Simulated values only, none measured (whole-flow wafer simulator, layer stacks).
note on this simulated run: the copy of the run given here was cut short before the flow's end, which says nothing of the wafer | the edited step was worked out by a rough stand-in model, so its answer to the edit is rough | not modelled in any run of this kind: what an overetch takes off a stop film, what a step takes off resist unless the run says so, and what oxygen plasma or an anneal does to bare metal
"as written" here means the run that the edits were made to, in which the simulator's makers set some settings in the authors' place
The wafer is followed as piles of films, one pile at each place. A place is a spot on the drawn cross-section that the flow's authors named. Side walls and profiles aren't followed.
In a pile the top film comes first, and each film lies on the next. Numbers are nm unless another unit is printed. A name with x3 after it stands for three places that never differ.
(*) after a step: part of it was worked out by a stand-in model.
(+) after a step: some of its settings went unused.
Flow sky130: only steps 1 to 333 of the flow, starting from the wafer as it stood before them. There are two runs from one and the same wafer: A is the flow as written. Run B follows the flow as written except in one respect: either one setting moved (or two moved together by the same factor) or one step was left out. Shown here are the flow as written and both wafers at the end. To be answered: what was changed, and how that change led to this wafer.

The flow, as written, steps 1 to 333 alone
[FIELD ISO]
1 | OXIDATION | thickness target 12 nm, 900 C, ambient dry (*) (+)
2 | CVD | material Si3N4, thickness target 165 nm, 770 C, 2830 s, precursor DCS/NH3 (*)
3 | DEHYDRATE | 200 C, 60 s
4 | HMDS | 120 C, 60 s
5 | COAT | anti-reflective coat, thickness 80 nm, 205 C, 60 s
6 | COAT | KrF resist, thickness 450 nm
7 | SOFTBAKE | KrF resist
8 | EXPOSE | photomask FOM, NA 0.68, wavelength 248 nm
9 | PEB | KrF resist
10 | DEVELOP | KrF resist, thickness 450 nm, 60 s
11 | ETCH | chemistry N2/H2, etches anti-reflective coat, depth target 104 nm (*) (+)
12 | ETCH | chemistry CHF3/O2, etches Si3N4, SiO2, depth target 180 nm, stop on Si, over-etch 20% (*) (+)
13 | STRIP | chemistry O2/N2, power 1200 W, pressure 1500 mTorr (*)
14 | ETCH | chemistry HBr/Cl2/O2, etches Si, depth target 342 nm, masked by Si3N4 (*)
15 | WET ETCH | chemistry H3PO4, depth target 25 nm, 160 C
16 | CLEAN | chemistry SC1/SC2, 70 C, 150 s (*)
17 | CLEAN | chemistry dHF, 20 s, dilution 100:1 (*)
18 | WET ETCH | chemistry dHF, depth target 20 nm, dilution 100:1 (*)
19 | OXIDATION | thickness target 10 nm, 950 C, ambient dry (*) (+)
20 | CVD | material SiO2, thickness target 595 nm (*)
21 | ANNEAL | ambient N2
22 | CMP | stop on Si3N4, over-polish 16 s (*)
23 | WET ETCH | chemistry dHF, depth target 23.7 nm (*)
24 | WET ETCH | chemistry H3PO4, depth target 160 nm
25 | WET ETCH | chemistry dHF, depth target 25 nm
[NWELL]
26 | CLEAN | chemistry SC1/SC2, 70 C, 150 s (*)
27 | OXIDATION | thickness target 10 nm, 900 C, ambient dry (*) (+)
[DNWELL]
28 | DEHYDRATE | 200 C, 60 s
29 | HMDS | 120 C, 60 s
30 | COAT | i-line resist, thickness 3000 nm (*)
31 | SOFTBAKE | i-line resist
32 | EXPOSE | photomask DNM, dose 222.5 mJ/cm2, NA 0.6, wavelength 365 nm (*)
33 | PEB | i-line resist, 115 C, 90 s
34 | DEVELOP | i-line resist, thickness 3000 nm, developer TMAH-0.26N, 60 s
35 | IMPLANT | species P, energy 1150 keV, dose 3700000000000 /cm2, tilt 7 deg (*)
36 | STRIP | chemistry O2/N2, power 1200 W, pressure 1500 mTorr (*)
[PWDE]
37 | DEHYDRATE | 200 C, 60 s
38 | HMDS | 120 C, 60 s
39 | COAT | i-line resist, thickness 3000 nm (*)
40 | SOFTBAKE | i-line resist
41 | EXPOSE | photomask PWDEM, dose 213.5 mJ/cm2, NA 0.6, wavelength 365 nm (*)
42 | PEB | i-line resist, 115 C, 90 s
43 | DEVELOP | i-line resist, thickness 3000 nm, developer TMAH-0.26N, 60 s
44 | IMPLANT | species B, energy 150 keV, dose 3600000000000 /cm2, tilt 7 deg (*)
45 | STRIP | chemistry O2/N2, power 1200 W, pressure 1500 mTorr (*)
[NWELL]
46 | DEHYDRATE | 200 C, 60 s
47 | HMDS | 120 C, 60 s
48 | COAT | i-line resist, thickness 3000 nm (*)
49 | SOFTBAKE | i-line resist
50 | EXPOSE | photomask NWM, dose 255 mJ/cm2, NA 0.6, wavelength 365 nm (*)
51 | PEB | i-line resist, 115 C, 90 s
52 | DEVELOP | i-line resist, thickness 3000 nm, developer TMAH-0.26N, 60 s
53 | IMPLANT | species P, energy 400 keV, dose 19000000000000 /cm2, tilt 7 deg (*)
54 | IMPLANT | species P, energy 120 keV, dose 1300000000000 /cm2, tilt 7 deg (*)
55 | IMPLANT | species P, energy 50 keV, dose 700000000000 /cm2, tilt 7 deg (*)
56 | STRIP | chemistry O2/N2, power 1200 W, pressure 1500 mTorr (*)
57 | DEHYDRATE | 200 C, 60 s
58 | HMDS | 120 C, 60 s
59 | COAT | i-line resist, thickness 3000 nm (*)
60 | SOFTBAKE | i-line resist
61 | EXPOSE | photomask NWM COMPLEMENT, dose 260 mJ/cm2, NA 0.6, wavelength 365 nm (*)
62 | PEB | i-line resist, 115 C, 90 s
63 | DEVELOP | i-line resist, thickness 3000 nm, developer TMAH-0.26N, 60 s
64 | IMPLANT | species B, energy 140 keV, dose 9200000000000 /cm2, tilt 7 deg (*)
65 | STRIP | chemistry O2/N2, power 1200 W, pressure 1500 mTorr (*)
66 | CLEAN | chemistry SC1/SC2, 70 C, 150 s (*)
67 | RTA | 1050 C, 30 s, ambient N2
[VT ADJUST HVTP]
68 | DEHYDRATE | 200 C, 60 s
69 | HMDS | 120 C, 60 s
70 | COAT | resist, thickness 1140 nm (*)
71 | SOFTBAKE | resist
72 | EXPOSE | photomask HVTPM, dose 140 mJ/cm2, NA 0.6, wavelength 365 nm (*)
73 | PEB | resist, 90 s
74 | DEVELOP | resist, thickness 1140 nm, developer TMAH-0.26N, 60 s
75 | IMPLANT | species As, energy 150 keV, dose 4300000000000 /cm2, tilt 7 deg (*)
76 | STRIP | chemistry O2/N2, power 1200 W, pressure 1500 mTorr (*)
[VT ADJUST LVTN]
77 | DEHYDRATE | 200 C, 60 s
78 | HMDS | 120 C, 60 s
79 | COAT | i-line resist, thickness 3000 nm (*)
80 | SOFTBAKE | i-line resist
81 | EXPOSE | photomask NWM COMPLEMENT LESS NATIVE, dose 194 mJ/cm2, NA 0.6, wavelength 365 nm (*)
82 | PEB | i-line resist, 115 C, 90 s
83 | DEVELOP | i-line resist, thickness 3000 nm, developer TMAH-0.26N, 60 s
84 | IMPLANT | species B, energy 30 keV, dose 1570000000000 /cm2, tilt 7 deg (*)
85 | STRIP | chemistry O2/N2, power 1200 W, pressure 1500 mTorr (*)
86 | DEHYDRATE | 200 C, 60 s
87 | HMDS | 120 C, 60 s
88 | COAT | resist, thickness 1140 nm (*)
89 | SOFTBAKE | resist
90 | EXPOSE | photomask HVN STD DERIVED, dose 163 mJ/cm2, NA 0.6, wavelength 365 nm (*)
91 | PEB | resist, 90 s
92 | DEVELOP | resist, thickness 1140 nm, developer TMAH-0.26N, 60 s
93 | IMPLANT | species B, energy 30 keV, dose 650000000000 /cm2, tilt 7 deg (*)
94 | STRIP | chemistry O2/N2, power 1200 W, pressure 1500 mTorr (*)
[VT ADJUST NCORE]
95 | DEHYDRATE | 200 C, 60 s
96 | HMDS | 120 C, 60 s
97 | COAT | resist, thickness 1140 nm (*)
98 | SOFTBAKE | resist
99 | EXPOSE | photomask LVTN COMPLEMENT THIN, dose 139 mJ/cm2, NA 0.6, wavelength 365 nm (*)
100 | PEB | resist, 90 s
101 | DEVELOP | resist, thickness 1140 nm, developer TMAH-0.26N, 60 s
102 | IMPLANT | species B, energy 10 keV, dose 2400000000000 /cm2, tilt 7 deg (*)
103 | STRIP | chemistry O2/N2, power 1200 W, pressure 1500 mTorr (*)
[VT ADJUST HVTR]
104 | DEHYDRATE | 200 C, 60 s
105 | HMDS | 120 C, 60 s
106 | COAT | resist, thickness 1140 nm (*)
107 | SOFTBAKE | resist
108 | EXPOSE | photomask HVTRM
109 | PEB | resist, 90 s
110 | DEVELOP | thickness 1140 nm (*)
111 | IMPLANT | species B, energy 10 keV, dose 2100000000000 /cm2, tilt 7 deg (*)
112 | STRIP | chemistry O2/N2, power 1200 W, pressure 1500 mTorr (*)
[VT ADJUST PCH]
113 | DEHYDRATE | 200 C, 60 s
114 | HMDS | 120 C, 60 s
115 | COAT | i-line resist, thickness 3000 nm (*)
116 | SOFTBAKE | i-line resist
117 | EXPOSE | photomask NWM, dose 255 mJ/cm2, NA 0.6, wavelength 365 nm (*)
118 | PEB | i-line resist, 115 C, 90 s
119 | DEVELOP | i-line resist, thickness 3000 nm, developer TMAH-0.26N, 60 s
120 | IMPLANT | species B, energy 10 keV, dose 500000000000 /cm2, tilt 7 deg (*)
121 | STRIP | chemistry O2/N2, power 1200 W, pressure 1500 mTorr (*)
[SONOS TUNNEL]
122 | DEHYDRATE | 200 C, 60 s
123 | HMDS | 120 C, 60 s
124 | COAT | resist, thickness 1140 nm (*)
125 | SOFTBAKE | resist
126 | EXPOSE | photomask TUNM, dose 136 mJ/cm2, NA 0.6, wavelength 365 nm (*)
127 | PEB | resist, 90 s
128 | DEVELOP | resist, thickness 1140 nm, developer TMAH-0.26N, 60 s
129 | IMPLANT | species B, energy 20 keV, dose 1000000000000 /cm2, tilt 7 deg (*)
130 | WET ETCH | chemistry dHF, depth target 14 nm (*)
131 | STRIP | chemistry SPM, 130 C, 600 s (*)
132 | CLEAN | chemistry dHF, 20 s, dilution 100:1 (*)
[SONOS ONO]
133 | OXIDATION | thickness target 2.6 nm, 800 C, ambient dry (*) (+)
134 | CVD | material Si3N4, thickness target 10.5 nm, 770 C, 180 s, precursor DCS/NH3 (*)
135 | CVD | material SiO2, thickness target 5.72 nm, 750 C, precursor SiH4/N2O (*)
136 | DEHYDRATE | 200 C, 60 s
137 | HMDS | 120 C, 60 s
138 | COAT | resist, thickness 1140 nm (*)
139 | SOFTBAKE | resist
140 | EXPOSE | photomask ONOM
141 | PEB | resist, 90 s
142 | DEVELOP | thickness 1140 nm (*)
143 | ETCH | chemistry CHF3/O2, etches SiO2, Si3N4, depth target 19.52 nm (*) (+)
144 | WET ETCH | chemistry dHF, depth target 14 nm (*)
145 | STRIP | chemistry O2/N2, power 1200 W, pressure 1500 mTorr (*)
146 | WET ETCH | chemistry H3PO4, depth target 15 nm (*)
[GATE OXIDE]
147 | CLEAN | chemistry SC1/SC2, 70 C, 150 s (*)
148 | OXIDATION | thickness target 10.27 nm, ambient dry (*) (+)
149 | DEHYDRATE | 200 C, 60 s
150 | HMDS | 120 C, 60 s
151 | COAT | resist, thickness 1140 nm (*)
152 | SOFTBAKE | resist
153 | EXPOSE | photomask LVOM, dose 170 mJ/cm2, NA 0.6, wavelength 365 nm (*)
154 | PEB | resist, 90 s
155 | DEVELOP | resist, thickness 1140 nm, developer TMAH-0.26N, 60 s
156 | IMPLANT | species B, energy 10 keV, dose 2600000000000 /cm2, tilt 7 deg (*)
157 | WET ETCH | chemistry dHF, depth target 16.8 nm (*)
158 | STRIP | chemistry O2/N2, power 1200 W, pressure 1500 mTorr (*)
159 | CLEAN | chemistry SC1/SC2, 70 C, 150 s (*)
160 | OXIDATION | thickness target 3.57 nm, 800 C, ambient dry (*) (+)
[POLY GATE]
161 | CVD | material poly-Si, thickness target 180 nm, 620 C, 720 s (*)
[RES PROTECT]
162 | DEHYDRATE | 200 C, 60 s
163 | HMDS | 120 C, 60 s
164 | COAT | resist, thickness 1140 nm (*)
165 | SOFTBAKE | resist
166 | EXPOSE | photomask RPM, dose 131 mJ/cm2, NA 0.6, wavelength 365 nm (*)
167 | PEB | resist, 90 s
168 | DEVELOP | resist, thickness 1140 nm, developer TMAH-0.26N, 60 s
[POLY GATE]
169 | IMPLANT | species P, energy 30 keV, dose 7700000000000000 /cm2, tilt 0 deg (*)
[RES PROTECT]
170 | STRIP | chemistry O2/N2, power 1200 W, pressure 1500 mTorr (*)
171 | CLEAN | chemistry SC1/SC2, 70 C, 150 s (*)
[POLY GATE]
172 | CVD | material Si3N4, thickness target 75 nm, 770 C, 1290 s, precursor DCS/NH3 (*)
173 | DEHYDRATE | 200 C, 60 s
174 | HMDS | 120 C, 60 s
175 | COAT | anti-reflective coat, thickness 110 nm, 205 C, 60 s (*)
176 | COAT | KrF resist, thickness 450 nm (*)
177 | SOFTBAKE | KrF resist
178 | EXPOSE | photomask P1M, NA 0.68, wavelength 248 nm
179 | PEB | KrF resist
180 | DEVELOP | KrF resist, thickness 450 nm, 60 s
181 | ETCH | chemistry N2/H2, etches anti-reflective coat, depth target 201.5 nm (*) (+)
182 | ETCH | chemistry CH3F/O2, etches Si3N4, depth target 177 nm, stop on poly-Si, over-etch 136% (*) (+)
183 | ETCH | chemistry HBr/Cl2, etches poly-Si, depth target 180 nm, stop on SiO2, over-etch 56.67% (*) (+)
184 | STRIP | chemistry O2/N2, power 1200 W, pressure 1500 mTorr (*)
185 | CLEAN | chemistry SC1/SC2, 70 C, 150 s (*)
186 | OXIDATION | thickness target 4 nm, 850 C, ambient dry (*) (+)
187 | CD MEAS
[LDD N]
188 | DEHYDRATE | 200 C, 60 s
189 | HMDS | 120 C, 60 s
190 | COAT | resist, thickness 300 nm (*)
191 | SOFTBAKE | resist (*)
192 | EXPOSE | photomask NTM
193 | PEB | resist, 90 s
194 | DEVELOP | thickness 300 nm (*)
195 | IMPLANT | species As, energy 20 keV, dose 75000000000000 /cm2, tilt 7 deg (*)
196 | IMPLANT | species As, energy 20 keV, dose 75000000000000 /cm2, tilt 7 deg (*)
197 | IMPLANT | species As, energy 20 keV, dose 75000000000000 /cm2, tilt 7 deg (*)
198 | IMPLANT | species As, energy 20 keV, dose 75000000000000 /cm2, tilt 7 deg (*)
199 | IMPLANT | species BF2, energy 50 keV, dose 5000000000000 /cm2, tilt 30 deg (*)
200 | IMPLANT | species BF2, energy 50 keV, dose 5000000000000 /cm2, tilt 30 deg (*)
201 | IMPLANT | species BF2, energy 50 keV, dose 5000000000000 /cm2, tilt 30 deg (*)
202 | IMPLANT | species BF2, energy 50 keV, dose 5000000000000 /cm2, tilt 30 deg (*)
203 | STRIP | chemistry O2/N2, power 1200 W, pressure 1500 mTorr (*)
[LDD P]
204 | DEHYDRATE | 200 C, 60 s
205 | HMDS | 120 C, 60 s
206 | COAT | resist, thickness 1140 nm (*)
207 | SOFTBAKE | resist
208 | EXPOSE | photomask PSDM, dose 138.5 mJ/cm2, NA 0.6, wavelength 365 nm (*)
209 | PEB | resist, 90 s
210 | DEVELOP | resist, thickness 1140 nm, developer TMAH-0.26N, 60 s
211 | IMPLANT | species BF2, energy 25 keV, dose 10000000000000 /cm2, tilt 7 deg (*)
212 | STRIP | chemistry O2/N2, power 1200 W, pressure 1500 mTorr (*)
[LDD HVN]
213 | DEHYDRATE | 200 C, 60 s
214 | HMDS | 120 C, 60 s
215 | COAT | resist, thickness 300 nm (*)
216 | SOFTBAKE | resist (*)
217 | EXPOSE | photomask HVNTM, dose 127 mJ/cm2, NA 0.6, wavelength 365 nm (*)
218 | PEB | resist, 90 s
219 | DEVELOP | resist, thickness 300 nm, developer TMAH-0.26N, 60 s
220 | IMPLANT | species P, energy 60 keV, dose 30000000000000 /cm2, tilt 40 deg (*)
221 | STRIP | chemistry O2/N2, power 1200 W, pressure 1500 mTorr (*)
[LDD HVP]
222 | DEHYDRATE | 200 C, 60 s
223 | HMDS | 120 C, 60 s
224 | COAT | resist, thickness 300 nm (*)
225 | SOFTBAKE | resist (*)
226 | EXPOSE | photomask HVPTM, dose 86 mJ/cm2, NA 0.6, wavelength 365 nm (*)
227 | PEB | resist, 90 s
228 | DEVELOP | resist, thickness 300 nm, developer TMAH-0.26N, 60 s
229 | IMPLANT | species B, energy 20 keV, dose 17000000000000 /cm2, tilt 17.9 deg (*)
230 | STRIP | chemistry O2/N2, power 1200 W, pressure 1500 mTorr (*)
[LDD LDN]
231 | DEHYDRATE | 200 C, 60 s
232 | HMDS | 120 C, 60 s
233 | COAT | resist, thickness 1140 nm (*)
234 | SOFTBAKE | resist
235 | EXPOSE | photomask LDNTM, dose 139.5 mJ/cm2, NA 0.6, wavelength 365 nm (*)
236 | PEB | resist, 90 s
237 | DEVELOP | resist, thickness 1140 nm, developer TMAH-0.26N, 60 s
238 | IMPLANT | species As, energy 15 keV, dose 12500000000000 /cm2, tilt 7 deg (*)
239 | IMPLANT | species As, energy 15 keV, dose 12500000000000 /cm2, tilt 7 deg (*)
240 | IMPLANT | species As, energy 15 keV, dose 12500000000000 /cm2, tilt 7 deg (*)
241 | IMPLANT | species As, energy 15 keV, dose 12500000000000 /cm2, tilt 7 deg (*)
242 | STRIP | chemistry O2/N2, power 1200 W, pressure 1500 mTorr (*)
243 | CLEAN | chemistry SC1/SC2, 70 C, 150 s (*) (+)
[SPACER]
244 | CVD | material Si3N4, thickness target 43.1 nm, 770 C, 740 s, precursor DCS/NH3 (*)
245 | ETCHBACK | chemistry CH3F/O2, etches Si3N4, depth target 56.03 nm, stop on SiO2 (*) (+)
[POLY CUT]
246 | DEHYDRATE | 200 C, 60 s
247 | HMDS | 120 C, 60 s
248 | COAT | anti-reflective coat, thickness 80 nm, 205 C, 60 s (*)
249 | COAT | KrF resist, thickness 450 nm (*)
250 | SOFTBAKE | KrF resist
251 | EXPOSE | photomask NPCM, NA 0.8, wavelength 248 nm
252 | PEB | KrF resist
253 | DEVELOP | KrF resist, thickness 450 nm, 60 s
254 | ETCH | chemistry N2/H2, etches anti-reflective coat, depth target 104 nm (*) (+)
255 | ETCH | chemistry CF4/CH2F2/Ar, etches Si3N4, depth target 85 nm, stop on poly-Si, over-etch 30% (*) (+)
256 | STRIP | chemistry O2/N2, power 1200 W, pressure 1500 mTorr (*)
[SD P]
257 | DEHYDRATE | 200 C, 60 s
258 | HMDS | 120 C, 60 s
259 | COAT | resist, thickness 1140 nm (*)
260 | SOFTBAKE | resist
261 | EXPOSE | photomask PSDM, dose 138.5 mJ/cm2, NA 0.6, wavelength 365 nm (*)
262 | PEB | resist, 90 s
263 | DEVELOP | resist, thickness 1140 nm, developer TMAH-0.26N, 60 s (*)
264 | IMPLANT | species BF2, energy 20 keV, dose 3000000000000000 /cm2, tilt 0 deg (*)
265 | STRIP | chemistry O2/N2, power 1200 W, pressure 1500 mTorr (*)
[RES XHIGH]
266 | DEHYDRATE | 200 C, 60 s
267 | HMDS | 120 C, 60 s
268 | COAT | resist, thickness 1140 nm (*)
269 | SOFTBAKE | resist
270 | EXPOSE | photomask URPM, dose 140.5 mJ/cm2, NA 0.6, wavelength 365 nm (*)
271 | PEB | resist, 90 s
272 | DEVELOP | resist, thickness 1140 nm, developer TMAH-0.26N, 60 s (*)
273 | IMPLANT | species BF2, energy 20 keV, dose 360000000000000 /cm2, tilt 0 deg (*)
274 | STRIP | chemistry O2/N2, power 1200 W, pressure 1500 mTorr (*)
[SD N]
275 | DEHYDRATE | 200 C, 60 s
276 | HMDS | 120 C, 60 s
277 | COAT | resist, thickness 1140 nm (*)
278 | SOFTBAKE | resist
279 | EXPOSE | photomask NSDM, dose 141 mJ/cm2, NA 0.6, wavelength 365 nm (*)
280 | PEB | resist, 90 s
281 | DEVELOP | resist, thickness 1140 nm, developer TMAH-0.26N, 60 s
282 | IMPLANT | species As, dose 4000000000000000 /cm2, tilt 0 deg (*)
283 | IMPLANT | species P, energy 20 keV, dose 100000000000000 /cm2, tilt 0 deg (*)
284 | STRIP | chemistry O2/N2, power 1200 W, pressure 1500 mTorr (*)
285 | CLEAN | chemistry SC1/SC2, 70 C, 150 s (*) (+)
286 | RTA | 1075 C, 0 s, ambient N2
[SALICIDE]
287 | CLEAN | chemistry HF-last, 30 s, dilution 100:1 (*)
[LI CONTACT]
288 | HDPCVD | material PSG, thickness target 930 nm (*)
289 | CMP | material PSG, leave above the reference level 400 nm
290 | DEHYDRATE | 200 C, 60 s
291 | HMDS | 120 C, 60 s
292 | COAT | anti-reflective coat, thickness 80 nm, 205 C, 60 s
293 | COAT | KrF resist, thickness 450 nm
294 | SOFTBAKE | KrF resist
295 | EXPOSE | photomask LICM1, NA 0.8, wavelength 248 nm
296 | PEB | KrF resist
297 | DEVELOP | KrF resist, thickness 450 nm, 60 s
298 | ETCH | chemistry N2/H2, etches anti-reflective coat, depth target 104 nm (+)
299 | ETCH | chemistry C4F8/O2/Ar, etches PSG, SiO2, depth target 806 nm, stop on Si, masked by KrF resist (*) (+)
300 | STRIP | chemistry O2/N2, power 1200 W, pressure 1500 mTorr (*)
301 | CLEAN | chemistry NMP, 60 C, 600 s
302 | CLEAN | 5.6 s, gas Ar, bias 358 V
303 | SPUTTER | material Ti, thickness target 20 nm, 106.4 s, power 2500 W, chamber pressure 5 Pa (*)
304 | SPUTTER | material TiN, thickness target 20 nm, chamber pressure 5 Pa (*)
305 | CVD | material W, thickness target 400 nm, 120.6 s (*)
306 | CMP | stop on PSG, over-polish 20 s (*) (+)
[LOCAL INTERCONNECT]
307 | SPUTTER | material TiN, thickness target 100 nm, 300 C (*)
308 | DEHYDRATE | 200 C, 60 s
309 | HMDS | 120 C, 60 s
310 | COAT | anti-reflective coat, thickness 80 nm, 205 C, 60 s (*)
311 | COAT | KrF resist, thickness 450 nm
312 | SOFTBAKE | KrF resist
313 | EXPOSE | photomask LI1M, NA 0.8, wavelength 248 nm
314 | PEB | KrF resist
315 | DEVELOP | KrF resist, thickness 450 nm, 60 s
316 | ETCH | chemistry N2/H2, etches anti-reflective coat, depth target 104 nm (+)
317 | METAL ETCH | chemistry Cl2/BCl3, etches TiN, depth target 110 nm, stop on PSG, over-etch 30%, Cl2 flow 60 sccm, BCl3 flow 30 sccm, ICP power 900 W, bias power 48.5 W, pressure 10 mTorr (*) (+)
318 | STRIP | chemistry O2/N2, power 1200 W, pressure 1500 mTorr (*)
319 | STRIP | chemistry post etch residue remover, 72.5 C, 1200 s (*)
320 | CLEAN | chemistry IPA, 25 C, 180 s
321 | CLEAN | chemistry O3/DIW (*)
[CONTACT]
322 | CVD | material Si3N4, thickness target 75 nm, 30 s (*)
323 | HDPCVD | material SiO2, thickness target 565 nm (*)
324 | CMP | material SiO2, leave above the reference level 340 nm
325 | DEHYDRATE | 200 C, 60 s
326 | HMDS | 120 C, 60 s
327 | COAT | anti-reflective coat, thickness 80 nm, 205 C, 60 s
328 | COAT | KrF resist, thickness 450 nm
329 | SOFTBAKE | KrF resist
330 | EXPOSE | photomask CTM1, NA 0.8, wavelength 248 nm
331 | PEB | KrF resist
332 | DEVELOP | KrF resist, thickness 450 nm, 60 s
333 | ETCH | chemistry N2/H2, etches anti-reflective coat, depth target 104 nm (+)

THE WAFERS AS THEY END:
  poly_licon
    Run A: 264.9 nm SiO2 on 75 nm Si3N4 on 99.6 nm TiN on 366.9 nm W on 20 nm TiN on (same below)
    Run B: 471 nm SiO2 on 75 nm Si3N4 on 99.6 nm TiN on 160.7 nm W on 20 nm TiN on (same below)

Cause: step 305, CVD: 48.22 s was run, whereas the flow has 120.6 s.

Step by step, how the change led to this:
  305 | CVD | material W, thickness target 400 nm, 120.6 s (*)
      field, active, n_well and 185 more: A +400 W (new film) | B +160.7 W (new film)
      ndiff_licon: A +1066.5 W (new film) | B +827.3 W (new film)
      (as well as at 2 more places)
  306 | CMP | stop on PSG, over-polish 20 s (*) (+)
      poly_licon: A -33.1 W | B nothing
      field, active, n_well and 184 more: A -400 W (all of it), -20 TiN (all of it), -20 Ti (all of it), -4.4 PSG | B -160.7 W (all of it), -20 TiN (all of it), -20 Ti (all of it), -4.4 PSG
      (as well as at 3 more places)
  310 | COAT | anti-reflective coat, thickness 80 nm, 205 C, 60 s (*)
      poly_licon: A +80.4 anti-reflective coat (new film) | B +286.6 anti-reflective coat (new film)
  318 | STRIP | chemistry O2/N2, power 1200 W, pressure 1500 mTorr (*)
      poly_licon: A -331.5 KrF resist (all of it), -80.4 anti-reflective coat (all of it) | B -331.5 KrF resist (all of it), -286.6 anti-reflective coat (all of it)
  324 | CMP | material SiO2, leave above the reference level 340 nm
      poly_licon: A -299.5 SiO2 | B -93.4 SiO2
